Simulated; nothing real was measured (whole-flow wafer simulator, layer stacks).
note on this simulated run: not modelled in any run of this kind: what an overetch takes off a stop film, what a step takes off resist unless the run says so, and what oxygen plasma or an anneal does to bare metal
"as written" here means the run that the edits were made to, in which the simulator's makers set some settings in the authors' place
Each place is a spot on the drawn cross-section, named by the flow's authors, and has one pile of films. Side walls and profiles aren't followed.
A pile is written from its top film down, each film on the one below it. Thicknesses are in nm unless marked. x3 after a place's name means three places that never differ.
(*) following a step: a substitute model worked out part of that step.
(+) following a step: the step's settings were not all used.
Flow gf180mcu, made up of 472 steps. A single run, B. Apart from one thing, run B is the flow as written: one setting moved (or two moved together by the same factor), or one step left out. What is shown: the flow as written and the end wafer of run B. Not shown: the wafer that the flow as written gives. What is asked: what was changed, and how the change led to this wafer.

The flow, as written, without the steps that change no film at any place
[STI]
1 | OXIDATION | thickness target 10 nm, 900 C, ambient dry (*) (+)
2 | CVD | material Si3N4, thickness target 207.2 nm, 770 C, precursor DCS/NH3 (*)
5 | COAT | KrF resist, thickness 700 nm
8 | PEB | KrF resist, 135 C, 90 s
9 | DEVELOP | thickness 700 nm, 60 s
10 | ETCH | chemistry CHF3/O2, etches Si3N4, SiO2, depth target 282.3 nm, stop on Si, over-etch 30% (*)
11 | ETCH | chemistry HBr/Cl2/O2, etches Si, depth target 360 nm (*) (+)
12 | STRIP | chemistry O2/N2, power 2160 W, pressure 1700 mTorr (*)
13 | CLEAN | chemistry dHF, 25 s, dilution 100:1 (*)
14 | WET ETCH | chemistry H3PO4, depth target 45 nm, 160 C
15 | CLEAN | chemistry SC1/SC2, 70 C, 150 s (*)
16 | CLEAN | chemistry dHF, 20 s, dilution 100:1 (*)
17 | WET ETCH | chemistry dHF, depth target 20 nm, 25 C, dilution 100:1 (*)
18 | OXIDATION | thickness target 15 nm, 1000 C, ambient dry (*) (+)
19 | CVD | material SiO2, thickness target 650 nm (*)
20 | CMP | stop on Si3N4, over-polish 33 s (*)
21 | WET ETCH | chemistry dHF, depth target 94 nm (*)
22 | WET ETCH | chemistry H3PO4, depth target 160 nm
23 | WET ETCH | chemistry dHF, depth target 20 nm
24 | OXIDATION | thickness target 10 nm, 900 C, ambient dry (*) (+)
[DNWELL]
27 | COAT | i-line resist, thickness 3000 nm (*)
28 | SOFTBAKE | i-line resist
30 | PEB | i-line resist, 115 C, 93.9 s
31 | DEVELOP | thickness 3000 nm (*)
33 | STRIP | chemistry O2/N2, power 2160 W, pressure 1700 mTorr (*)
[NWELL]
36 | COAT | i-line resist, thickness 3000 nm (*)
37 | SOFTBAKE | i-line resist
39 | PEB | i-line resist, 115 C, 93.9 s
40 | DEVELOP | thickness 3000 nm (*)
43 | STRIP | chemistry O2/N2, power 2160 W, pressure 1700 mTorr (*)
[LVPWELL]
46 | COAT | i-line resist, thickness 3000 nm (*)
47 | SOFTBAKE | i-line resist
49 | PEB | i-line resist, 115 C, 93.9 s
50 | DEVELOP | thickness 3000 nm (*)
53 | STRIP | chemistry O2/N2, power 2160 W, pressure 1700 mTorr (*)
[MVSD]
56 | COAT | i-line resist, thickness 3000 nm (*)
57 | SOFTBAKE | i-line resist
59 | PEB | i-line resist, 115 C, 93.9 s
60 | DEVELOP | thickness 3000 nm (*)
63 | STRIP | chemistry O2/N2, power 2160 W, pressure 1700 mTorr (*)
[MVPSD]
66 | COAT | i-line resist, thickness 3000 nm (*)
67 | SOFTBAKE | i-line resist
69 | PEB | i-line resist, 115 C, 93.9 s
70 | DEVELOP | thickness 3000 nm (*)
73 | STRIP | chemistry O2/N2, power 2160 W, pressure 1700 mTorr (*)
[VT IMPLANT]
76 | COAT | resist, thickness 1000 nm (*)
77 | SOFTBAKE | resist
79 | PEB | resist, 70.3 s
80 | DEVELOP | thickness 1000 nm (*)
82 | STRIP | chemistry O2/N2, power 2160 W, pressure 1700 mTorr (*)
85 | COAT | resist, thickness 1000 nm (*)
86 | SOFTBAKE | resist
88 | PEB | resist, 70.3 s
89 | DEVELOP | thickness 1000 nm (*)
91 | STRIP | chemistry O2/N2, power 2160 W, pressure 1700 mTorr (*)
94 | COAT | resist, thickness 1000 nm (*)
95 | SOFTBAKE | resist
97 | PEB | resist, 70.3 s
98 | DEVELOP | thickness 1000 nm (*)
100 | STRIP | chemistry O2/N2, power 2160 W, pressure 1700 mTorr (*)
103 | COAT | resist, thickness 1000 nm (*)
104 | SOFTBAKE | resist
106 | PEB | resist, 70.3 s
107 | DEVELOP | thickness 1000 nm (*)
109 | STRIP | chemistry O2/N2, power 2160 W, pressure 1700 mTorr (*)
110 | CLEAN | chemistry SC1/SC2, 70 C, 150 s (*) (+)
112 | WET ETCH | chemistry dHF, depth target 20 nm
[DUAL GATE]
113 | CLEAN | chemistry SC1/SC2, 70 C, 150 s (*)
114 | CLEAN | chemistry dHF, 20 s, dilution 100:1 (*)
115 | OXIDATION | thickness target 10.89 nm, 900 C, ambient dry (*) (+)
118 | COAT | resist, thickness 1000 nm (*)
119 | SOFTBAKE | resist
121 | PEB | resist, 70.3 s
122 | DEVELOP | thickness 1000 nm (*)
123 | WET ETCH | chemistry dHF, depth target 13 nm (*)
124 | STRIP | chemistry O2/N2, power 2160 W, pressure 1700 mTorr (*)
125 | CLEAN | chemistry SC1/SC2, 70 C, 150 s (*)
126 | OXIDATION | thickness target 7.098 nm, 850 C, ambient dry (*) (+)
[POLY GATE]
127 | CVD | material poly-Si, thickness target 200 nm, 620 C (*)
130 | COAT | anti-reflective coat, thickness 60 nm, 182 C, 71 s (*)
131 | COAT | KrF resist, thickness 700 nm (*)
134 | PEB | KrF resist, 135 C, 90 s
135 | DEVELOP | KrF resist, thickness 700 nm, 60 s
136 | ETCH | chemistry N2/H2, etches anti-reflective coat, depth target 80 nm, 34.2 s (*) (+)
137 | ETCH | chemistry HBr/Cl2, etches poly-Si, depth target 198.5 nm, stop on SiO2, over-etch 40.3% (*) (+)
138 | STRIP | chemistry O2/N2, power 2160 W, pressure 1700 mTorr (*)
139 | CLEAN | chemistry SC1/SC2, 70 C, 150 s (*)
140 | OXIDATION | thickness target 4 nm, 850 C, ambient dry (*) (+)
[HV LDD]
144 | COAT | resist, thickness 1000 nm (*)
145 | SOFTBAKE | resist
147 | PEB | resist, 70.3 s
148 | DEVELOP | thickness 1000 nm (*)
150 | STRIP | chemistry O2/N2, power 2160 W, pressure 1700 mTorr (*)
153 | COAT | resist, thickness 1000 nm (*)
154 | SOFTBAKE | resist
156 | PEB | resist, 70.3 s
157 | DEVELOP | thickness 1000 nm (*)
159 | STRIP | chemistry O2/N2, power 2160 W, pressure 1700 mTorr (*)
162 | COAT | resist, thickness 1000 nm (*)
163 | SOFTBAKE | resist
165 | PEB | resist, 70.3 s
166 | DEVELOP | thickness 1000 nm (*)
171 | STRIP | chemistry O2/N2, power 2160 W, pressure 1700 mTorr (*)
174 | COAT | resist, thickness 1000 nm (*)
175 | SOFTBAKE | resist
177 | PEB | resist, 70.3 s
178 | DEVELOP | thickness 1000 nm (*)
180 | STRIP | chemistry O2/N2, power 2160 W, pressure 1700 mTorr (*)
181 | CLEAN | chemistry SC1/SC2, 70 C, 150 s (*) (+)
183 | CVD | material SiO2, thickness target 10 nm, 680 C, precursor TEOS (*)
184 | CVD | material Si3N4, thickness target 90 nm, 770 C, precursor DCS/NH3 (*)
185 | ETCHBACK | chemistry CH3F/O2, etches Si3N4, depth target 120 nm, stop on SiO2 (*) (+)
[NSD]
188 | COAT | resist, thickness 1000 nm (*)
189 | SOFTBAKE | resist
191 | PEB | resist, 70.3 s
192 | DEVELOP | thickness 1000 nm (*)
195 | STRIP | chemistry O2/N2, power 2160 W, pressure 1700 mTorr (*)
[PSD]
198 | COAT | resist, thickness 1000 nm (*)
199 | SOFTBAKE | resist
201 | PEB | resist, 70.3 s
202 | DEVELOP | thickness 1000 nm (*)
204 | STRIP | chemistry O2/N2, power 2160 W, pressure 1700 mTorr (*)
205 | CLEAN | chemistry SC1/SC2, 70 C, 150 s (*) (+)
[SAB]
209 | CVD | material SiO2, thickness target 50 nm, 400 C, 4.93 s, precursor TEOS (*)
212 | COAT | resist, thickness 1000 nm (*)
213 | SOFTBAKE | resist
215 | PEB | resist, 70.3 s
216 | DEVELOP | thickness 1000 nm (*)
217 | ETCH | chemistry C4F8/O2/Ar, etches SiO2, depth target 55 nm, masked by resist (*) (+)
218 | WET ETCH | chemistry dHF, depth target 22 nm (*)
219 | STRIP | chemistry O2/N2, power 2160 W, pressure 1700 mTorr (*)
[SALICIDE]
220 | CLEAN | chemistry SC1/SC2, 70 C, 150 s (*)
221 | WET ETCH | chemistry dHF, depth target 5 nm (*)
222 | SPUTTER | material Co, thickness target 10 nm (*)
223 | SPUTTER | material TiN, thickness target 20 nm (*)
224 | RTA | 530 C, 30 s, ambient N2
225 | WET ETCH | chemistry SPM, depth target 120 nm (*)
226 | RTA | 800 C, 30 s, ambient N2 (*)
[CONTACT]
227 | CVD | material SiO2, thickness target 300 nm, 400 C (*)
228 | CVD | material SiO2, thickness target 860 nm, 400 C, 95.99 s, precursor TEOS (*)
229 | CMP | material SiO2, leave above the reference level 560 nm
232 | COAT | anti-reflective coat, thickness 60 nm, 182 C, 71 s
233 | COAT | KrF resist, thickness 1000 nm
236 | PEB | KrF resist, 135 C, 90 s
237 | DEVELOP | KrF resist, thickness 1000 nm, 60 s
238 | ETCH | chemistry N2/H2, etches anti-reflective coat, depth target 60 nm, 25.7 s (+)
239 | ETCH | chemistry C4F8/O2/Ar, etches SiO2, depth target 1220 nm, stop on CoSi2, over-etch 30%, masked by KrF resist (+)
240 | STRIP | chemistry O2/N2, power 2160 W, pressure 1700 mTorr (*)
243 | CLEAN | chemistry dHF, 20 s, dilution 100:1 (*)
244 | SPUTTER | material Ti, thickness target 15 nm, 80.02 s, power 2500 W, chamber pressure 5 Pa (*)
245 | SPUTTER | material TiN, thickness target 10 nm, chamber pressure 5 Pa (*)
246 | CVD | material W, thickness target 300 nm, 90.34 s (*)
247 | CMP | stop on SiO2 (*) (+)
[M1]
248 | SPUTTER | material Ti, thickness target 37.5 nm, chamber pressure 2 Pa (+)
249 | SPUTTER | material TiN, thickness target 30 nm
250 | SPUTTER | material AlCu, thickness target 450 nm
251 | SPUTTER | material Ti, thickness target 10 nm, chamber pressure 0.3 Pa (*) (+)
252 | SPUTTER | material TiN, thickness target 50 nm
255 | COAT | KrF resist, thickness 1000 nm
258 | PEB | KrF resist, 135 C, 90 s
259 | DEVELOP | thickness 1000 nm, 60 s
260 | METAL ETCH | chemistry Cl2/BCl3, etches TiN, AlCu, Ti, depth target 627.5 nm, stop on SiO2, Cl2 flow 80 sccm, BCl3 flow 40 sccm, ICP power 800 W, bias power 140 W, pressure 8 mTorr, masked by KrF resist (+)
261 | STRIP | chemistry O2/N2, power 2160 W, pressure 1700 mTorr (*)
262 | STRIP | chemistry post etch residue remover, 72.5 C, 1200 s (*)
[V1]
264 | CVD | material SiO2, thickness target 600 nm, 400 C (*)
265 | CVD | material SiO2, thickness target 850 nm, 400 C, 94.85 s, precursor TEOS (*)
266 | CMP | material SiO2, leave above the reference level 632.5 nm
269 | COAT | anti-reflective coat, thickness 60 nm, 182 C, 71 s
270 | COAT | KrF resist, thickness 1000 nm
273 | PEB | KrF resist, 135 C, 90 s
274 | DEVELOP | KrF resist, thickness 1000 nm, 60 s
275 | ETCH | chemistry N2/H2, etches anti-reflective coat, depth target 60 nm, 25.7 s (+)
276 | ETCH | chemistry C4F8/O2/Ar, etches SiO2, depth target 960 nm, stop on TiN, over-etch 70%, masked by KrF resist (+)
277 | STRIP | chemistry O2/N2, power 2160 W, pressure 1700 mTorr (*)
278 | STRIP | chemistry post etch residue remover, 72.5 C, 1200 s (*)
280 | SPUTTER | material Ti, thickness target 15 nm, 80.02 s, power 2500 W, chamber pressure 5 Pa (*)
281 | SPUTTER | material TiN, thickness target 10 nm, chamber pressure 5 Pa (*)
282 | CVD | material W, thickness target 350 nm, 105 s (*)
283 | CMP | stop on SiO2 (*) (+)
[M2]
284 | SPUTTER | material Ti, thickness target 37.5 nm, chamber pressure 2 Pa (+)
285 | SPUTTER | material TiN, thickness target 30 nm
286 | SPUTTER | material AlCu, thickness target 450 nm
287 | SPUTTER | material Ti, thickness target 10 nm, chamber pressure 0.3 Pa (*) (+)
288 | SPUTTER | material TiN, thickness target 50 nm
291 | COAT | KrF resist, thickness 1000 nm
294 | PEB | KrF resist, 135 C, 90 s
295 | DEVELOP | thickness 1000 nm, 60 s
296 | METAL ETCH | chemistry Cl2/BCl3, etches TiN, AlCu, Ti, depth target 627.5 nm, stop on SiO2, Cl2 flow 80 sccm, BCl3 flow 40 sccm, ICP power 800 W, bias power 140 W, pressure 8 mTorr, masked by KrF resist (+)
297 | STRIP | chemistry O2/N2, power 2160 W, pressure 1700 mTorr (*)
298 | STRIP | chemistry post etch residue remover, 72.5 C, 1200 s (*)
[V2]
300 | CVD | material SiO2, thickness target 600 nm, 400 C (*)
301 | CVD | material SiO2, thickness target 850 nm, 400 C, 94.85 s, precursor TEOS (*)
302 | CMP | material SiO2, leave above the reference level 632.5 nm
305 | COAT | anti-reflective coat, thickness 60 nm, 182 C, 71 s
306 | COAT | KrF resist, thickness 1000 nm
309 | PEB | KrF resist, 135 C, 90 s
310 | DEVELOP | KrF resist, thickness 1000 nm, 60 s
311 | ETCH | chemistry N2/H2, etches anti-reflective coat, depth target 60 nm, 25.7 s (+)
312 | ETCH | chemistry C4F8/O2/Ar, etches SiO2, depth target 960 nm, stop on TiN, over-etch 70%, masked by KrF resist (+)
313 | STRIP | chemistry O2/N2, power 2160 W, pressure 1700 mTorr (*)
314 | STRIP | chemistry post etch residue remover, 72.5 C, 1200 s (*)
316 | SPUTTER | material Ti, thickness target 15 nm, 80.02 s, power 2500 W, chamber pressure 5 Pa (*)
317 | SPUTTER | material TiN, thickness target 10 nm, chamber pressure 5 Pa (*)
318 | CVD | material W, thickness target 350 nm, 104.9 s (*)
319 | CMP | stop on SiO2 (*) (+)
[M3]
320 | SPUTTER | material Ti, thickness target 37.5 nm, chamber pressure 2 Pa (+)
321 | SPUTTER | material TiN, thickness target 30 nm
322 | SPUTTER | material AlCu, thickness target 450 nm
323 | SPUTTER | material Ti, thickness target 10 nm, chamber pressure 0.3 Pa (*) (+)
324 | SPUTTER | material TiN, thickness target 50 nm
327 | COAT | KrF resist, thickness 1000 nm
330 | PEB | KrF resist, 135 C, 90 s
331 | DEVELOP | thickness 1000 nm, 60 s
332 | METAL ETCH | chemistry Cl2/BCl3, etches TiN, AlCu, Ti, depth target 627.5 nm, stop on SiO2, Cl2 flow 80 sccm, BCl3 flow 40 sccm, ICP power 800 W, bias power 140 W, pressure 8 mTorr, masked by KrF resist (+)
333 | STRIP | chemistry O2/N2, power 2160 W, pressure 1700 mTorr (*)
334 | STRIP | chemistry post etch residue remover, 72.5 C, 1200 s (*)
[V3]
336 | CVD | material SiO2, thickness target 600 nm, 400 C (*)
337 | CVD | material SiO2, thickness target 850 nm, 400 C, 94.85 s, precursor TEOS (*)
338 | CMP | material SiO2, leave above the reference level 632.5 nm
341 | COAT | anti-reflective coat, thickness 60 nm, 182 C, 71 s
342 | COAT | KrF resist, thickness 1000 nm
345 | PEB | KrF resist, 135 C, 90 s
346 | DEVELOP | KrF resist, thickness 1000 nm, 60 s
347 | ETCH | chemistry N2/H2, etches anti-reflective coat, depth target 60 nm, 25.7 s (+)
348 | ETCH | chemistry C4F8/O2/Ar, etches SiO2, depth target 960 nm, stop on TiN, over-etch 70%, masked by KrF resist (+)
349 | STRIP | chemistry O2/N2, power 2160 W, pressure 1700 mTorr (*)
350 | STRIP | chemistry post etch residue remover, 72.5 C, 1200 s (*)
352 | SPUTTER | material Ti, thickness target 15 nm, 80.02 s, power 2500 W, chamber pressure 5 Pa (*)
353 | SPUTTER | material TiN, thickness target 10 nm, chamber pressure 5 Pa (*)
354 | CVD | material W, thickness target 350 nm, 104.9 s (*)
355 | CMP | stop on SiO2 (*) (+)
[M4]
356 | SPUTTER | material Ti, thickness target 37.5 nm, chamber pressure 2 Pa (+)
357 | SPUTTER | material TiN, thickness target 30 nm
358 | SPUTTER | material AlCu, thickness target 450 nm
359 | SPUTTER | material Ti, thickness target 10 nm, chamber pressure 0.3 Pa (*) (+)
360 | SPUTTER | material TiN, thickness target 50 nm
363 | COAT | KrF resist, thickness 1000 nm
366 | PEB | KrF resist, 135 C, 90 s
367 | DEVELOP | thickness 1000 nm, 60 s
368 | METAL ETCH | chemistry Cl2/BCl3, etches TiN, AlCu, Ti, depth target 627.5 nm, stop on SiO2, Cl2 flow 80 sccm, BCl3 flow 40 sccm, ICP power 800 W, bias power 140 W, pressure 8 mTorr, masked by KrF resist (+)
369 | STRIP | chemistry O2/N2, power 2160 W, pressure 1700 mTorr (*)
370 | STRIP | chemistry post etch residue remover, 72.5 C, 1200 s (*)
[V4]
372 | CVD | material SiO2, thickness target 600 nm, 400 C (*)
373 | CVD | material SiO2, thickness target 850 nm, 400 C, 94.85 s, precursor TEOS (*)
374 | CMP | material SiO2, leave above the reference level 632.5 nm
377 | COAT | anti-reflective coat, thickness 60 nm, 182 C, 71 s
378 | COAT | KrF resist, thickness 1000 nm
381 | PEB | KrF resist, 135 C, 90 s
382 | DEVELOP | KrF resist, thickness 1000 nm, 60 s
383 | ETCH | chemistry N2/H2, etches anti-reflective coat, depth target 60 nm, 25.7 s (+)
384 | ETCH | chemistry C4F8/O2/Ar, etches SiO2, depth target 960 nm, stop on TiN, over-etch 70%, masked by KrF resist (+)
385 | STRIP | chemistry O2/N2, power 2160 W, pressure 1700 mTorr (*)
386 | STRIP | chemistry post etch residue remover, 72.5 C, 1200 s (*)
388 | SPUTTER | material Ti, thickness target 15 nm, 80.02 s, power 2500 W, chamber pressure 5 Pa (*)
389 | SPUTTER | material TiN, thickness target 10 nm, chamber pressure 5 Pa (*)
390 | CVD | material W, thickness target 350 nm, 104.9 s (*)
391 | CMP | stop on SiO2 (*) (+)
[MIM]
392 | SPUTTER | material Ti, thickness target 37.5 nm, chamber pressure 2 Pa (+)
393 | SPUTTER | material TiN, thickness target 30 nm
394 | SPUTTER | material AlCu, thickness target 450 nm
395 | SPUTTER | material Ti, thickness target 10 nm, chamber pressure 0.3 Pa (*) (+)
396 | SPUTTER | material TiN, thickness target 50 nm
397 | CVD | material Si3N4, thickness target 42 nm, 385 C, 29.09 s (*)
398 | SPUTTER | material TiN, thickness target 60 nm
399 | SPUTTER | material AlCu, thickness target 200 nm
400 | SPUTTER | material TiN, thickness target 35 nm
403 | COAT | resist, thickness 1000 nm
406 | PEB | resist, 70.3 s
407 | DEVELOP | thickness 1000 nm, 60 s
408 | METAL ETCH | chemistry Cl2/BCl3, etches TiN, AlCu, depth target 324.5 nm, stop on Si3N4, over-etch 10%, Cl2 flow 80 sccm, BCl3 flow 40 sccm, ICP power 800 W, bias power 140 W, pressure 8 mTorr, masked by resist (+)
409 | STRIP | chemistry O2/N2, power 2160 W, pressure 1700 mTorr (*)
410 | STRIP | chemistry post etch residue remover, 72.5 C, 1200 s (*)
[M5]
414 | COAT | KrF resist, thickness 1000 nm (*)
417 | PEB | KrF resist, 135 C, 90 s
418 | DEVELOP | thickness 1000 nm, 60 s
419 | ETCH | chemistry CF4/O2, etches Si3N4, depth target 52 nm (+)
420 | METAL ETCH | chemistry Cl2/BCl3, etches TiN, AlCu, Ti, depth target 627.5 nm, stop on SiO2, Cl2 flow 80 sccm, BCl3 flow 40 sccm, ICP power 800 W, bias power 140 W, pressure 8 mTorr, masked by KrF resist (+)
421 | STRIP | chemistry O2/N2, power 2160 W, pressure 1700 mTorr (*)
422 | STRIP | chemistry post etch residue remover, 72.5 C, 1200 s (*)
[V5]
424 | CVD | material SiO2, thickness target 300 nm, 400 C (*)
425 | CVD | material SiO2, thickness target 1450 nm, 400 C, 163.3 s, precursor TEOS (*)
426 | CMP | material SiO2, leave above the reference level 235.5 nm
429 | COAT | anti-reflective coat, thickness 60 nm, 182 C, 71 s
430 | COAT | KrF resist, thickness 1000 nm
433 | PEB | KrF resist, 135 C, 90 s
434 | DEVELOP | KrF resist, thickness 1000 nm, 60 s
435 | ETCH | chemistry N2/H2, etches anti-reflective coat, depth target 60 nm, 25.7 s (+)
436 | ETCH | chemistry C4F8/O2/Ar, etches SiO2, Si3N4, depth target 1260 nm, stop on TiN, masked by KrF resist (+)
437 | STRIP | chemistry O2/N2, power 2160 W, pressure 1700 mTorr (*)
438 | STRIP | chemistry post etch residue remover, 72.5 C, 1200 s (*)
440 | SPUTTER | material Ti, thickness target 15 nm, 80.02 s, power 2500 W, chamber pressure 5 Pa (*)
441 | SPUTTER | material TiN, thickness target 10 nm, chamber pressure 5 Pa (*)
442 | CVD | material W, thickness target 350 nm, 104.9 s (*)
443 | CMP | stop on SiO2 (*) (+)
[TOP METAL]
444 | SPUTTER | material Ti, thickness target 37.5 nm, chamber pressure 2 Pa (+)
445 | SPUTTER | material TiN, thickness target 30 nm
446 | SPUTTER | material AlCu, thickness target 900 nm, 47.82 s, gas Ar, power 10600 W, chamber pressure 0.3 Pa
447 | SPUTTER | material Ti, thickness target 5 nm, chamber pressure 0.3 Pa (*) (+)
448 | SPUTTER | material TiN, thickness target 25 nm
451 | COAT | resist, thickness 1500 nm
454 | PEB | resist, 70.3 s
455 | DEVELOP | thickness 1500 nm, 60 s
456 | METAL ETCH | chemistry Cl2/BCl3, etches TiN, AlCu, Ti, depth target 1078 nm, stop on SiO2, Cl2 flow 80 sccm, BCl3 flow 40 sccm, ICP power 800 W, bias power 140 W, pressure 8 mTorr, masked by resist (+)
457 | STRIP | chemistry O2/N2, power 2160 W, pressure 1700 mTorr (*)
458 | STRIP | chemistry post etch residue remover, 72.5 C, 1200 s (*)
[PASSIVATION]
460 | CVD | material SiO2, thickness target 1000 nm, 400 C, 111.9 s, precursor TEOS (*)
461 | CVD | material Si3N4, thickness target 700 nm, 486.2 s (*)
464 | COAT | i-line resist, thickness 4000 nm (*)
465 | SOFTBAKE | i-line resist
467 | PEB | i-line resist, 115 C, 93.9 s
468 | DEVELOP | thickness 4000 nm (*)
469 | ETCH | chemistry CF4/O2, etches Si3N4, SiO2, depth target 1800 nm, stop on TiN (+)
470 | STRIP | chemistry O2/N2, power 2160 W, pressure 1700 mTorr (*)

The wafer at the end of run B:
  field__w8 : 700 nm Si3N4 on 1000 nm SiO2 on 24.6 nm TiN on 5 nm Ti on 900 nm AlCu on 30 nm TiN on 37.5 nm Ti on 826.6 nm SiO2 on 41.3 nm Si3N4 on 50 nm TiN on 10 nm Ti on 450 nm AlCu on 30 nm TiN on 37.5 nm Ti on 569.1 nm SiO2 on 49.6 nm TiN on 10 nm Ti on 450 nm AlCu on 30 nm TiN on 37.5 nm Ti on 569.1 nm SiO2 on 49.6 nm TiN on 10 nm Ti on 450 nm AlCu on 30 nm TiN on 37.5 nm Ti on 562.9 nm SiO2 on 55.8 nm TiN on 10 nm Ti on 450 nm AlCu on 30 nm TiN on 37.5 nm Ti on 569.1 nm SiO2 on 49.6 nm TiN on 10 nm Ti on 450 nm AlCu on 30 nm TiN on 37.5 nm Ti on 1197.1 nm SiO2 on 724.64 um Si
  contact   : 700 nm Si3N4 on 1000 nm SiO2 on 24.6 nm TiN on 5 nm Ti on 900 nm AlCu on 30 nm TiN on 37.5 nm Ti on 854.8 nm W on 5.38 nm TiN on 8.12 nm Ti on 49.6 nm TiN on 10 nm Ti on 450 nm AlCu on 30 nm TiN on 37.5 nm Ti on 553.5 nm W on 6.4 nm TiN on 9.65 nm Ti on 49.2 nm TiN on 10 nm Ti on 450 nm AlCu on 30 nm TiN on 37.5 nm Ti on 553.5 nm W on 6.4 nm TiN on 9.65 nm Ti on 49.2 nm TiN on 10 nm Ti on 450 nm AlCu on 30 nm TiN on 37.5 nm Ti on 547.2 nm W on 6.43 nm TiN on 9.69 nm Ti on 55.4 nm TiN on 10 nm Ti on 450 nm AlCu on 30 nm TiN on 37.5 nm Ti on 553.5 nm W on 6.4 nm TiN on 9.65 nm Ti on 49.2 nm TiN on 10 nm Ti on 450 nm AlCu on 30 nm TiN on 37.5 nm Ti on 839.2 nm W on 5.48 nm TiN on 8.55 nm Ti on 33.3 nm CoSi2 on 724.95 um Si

The reason: step 288, SPUTTER: thickness target 56.2 nm was run, whereas the flow has thickness target 50 nm.

How this came from the change, step by step:
  288 | SPUTTER | material TiN, thickness target 50 nm
      field, field__w1, field__w2 and 108 more: TiN gains 56.2 (new film) (as written it would have been: TiN gains 50 (new film))
  296 | METAL ETCH | chemistry Cl2/BCl3, etches TiN, AlCu, Ti, depth target 627.5 nm, stop on SiO2, Cl2 flow 80 sccm, BCl3 flow 40 sccm, ICP power 800 W, bias power 140 W, pressure 8 mTorr, masked by KrF resist (+)
      field, field__w1, field__w2 and 103 more: TiN loses 56.2 (all of it), Ti loses 10 (all of it), AlCu loses 450 (all of it), TiN loses 30 (all of it), Ti loses 37.5 (all of it) (as written it would have been: TiN loses 50 (all of it), Ti loses 10 (all of it), AlCu loses 450 (all of it), TiN loses 30 (all of it), Ti loses 37.5 (all of it))
